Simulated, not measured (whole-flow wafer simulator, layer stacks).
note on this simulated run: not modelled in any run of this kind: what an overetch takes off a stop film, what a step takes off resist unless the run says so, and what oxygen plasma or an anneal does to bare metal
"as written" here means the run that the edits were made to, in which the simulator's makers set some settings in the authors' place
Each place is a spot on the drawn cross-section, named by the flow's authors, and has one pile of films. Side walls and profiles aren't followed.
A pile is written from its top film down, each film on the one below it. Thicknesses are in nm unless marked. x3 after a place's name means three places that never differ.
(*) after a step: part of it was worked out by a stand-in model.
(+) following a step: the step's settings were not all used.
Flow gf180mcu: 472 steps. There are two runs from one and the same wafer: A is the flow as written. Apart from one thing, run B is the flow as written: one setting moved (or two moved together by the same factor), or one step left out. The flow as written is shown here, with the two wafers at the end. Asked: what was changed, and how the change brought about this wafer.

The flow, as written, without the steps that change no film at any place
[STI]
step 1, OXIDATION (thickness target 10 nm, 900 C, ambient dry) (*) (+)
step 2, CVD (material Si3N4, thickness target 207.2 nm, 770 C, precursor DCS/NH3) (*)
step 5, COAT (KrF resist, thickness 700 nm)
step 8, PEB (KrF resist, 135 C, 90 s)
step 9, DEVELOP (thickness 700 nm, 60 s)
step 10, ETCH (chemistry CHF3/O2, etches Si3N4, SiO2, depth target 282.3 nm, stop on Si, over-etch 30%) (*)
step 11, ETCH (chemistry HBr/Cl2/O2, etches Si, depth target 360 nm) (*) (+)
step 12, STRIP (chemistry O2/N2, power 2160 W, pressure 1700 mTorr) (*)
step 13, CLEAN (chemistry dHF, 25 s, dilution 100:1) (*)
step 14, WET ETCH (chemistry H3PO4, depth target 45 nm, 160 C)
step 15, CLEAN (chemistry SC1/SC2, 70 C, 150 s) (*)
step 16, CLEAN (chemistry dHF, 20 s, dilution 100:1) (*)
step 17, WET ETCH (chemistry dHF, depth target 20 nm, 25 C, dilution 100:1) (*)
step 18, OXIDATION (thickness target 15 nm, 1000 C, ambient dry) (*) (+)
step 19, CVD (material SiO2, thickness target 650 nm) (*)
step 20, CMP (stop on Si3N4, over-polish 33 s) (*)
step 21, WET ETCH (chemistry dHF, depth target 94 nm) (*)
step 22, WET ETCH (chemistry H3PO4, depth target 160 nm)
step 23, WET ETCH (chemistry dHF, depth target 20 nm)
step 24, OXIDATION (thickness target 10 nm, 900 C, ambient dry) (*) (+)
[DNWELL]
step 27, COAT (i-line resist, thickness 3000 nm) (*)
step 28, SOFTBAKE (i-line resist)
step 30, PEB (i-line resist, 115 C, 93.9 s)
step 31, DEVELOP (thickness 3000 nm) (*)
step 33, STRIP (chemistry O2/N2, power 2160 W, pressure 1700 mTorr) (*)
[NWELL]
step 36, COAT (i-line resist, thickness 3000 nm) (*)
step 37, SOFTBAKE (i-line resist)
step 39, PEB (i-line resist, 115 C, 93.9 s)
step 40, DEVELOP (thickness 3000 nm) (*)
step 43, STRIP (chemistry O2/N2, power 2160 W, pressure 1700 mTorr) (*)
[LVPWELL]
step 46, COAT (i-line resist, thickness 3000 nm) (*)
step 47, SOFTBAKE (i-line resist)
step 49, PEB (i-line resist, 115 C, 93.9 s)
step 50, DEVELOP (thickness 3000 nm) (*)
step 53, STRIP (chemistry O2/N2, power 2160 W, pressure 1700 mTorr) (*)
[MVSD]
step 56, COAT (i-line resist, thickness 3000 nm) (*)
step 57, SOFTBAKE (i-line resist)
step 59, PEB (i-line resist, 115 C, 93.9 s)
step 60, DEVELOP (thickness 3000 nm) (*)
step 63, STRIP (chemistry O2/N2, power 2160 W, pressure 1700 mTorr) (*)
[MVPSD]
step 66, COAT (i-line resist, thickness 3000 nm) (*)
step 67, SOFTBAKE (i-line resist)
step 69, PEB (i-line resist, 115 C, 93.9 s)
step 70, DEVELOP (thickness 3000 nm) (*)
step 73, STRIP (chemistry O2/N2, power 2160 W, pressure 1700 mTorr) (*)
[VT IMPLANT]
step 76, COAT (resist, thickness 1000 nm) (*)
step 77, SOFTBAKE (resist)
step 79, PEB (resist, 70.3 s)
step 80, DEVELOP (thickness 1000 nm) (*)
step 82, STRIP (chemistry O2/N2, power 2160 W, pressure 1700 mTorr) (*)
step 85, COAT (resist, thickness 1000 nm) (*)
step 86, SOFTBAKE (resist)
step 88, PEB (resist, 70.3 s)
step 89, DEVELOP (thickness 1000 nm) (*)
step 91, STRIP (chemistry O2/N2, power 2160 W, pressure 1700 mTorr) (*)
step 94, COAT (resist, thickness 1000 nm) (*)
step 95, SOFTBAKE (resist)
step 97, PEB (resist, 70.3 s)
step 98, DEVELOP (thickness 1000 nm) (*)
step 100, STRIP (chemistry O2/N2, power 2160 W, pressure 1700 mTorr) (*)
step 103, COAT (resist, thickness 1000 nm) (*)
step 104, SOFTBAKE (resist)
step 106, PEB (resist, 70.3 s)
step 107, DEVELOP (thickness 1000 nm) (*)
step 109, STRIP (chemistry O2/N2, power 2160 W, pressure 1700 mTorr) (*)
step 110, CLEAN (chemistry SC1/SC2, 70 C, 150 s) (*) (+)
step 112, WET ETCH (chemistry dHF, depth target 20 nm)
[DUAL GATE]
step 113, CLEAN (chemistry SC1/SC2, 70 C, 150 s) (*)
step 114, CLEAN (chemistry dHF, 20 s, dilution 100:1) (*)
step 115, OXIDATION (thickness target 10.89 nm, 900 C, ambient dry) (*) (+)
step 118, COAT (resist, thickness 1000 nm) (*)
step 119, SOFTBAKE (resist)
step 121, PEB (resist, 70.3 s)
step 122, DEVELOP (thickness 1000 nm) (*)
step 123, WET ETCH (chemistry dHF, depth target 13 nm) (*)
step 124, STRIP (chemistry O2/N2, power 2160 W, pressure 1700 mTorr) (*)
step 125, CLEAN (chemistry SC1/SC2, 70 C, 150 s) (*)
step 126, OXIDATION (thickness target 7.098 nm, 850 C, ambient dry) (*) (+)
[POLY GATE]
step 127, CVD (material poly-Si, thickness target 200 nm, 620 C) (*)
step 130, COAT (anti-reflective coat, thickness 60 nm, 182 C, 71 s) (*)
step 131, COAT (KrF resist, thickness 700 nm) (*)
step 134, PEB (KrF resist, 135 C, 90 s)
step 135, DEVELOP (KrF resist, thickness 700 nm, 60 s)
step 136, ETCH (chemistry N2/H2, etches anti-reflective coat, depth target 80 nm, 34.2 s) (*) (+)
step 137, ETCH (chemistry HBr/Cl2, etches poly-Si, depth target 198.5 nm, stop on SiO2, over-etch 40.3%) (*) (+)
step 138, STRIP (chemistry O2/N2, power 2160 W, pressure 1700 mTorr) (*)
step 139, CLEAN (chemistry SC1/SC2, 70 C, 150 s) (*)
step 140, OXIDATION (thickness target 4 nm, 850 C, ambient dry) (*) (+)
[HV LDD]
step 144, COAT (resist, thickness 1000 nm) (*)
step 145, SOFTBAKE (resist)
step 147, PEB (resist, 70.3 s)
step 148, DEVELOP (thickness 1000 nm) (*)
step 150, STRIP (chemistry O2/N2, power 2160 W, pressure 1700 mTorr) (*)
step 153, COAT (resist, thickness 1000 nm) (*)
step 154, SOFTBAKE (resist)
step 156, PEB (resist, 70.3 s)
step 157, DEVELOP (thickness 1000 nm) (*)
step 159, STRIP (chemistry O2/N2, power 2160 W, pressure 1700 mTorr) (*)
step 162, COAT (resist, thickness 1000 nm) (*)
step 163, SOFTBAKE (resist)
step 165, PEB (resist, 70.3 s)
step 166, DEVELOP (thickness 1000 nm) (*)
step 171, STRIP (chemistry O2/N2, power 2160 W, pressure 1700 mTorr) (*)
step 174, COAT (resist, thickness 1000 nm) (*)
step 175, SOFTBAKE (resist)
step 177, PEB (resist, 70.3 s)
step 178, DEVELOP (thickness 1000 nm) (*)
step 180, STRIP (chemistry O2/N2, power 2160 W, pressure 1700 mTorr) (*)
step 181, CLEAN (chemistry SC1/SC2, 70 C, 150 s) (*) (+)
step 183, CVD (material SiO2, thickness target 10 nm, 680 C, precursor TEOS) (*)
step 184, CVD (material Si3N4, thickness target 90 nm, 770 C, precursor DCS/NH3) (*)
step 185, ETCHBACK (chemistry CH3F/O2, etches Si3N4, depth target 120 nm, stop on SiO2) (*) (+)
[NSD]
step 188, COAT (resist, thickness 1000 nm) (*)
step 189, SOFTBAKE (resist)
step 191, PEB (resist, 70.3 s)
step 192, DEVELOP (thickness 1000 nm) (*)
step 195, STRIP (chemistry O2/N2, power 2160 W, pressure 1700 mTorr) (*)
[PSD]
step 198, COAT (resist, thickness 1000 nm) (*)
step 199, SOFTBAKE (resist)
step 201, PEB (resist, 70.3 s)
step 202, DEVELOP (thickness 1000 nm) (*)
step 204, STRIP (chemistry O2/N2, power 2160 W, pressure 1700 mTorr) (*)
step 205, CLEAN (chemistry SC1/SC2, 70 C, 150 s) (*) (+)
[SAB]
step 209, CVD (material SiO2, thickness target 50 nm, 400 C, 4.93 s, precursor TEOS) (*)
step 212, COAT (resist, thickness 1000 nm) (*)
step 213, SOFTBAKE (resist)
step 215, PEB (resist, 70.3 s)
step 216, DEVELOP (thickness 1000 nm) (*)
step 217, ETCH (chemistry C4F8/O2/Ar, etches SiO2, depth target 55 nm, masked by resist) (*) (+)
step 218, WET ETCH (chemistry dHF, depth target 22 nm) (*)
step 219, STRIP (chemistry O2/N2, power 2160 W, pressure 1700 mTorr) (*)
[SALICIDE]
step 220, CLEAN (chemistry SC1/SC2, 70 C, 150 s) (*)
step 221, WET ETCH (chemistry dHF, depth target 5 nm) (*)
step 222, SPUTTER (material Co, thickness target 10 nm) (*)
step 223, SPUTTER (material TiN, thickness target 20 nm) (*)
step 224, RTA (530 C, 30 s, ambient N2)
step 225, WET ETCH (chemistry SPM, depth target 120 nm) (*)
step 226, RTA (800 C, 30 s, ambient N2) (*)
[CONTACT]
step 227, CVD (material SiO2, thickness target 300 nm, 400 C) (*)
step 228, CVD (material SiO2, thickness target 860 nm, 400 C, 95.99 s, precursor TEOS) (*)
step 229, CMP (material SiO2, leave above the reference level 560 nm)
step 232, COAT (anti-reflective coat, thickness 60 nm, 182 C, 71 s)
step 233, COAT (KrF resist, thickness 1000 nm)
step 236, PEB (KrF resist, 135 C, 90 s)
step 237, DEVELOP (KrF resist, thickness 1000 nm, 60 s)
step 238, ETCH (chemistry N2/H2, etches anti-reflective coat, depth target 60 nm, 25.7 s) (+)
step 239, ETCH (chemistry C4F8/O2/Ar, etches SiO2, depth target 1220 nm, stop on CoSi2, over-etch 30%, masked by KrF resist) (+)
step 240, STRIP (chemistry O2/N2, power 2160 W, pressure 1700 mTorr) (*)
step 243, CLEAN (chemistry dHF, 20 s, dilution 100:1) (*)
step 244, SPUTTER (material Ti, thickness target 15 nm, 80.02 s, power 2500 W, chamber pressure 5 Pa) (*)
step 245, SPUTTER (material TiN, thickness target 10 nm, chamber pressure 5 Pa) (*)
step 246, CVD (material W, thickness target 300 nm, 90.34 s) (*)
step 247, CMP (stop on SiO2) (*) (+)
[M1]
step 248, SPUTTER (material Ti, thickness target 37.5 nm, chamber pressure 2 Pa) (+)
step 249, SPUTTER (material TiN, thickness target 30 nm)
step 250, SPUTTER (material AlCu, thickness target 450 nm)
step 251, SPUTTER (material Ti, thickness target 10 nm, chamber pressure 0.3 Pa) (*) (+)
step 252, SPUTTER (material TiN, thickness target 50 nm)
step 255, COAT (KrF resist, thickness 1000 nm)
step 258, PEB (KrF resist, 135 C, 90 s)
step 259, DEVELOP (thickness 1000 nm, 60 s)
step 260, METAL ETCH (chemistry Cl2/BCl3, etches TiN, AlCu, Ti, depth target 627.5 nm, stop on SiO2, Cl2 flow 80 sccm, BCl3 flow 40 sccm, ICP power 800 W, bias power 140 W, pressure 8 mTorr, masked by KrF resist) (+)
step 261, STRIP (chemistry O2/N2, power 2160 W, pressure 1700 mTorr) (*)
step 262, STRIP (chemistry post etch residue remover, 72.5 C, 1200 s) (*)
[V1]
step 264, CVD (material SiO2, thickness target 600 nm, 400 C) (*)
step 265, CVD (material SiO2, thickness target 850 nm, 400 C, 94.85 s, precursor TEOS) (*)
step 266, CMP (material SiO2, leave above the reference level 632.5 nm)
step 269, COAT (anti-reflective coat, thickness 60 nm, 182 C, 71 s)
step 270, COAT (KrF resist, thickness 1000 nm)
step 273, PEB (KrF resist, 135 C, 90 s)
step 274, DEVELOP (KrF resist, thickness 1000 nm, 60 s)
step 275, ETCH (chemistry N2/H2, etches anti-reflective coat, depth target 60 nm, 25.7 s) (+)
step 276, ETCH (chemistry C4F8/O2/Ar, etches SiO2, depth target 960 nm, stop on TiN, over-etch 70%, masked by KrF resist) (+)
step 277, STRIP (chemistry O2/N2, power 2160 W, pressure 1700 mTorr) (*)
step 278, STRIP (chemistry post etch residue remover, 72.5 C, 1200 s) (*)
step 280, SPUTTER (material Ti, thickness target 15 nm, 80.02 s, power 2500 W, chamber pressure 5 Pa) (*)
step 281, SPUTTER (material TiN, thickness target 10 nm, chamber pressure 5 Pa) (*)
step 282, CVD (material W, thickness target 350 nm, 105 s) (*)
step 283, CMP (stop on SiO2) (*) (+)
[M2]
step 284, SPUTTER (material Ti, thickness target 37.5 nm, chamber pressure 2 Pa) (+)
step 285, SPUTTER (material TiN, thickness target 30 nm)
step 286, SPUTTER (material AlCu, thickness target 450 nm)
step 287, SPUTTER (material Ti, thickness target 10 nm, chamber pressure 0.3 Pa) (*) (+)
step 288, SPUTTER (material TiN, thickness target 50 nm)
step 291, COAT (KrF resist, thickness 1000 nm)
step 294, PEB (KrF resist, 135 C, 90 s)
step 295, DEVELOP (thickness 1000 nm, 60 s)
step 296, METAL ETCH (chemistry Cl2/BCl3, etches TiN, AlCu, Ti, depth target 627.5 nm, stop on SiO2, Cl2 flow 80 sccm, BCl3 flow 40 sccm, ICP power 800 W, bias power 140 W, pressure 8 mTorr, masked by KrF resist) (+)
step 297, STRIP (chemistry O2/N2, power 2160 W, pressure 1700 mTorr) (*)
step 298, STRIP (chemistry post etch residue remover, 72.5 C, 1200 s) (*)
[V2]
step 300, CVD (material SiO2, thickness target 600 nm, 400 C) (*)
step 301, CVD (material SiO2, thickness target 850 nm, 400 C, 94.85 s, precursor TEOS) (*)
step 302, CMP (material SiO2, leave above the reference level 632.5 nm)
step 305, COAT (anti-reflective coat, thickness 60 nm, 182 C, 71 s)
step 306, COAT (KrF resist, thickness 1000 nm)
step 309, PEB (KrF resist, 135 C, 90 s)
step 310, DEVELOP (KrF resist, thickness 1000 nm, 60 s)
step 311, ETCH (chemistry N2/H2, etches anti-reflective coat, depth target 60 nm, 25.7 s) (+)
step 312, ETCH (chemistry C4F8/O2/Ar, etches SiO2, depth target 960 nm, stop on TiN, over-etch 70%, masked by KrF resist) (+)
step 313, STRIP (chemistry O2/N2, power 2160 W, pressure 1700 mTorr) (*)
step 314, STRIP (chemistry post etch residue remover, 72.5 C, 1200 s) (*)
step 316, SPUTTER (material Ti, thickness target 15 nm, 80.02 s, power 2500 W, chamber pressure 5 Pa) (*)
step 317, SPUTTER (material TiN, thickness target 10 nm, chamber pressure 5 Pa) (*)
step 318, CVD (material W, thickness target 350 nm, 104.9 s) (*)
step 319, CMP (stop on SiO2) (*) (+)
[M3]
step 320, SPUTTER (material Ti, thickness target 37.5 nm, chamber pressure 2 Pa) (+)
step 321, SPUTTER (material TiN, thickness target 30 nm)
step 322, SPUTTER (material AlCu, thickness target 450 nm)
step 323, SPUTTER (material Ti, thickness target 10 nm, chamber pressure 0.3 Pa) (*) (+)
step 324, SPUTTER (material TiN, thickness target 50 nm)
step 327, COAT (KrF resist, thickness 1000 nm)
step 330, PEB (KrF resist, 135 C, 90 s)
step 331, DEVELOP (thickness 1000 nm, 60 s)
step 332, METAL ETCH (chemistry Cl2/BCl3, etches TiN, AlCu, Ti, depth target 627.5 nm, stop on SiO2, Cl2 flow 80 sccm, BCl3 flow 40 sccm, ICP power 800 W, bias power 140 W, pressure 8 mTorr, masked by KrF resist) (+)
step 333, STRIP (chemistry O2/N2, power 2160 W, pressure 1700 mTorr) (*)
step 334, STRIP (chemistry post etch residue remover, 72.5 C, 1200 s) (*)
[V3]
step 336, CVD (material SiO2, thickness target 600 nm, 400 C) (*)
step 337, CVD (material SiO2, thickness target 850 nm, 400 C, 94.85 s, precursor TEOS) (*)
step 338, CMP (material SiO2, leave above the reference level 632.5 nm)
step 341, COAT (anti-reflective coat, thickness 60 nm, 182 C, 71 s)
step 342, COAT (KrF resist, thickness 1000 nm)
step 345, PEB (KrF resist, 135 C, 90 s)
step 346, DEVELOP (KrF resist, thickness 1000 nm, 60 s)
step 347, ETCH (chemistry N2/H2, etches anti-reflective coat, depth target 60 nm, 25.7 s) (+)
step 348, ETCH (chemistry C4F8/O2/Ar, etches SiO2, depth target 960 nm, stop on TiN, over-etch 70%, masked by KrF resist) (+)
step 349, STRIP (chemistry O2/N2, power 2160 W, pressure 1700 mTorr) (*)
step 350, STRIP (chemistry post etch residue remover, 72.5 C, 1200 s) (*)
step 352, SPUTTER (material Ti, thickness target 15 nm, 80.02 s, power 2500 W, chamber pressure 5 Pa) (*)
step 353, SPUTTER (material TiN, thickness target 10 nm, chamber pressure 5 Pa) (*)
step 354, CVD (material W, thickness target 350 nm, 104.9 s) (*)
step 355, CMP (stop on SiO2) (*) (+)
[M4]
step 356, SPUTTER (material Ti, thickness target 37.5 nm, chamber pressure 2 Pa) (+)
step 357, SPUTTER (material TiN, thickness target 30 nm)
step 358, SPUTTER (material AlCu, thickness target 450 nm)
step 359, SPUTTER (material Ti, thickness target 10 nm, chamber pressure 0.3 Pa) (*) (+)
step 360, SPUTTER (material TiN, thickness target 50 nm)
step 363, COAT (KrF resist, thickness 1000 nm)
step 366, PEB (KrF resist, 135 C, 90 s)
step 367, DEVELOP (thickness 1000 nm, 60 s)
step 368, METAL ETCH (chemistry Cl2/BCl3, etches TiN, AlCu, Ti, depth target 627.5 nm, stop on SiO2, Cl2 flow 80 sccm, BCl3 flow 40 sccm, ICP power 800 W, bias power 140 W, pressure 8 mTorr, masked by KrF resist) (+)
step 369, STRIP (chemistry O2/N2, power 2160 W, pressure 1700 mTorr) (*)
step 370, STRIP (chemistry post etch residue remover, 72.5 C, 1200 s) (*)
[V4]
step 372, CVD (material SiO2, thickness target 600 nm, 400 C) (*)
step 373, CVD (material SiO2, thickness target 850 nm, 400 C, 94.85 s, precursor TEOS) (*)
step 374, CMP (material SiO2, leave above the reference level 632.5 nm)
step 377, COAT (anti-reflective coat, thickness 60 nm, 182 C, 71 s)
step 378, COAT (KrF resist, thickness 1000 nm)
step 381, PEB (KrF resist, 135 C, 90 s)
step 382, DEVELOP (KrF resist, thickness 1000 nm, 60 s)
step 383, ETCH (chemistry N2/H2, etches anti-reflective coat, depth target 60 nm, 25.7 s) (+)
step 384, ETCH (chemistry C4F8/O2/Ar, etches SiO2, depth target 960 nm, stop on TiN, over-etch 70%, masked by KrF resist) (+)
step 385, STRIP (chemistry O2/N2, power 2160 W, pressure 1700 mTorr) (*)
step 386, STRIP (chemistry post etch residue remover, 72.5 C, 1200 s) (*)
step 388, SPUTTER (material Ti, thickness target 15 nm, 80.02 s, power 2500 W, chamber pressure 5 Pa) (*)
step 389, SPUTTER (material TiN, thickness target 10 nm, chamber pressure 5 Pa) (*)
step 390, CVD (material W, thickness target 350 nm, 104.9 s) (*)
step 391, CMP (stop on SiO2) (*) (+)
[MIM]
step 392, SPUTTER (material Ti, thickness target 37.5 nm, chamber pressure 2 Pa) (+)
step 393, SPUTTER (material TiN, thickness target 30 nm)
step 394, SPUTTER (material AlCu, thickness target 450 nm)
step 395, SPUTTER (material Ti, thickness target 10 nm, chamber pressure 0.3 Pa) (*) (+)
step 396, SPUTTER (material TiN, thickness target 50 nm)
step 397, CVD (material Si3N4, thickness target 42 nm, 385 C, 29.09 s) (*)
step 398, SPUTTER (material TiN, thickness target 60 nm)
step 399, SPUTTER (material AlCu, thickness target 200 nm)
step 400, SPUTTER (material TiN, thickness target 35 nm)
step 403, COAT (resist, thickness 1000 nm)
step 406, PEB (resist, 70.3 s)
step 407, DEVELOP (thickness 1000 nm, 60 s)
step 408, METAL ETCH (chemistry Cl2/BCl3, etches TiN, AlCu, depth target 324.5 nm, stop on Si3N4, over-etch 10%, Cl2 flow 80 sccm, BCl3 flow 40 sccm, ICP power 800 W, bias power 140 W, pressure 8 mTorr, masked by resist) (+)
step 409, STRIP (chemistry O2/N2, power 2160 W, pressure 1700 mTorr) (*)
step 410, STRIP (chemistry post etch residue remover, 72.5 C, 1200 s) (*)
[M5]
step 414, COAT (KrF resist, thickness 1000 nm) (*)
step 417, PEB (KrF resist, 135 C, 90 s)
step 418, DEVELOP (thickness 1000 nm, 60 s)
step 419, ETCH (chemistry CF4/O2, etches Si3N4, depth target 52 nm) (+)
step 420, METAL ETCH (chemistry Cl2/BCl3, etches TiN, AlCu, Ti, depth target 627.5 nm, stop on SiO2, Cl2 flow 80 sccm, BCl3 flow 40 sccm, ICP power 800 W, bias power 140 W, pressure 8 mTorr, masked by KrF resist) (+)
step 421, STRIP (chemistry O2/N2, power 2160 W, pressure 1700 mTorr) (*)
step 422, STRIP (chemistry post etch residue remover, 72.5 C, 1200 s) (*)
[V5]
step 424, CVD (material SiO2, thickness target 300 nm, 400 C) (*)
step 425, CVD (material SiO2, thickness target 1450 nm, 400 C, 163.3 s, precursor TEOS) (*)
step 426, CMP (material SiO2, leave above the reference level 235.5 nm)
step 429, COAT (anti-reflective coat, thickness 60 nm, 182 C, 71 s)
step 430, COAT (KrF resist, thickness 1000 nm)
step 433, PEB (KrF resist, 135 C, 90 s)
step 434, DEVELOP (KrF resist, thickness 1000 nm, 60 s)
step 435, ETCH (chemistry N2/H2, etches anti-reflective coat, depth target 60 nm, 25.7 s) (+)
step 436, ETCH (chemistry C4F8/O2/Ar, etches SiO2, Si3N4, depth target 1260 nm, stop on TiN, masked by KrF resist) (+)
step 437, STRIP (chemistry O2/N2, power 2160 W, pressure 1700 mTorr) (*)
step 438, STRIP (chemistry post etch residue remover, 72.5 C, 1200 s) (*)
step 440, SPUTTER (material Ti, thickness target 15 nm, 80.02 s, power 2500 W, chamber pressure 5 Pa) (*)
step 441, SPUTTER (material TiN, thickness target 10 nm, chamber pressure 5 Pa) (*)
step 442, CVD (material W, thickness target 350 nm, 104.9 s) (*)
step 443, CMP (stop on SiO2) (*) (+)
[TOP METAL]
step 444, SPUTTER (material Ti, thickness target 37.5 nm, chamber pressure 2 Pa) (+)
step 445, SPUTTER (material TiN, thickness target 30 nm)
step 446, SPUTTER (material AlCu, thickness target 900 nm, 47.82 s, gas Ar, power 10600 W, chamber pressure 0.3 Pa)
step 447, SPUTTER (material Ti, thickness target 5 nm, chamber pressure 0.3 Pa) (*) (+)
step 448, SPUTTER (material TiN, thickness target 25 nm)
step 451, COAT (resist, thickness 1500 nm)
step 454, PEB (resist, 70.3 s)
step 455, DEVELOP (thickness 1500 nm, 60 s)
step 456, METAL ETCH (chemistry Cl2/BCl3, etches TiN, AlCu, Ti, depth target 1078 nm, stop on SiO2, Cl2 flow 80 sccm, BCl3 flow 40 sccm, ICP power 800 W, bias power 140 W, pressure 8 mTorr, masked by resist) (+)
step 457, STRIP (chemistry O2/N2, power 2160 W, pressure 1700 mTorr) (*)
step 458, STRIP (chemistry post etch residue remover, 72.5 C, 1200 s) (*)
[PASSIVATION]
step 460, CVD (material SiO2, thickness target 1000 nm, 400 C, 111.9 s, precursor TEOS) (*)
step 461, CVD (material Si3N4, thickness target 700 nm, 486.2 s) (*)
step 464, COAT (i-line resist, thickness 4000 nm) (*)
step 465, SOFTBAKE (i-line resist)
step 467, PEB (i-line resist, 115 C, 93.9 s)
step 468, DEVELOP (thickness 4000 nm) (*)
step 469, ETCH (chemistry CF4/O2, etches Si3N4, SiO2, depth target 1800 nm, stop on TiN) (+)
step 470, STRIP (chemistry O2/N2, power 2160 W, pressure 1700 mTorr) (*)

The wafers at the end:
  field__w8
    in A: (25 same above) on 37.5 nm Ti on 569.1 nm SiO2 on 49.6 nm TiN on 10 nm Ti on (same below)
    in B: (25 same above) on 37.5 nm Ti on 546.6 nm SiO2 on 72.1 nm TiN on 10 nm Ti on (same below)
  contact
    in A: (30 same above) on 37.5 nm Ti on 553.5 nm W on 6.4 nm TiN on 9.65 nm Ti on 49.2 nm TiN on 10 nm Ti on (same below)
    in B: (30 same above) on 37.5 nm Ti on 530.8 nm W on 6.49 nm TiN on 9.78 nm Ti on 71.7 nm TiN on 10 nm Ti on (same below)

The reason: step 288, SPUTTER: thickness target 72.5 nm was run, while the flow as written has thickness target 50 nm.

How this came from the change, step by step:
  step 288, SPUTTER (material TiN, thickness target 50 nm)
      field, field__w1, field__w2 and 108 more: A TiN gains 50 (new film) | B TiN gains 72.5 (new film)
  step 296, METAL ETCH (chemistry Cl2/BCl3, etches TiN, AlCu, Ti, depth target 627.5 nm, stop on SiO2, Cl2 flow 80 sccm, BCl3 flow 40 sccm, ICP power 800 W, bias power 140 W, pressure 8 mTorr, masked by KrF resist) (+)
      field, field__w1, field__w2 and 103 more: A TiN loses 50 (all of it), Ti loses 10 (all of it), AlCu loses 450 (all of it), TiN loses 30 (all of it), Ti loses 37.5 (all of it) | B TiN loses 72.5 (all of it), Ti loses 10 (all of it), AlCu loses 450 (all of it), TiN loses 30 (all of it), Ti loses 37.5 (all of it)
  step 302, CMP (material SiO2, leave above the reference level 632.5 nm)
      field__w8, contact, m1, m1__w1, m1_nw: A SiO2 loses 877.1 | B SiO2 loses 899.6
  step 312, ETCH (chemistry C4F8/O2/Ar, etches SiO2, depth target 960 nm, stop on TiN, over-etch 70%, masked by KrF resist) (+)
      field, field__w1, field__w2 and 107 more: A KrF resist loses 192 | B KrF resist loses 187
      contact: A SiO2 loses 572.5 (all of it) | B SiO2 loses 550 (all of it)
  step 318, CVD (material W, thickness target 350 nm, 104.9 s) (*)
      contact: A W gains 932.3 (new film) | B W gains 909.6 (new film)
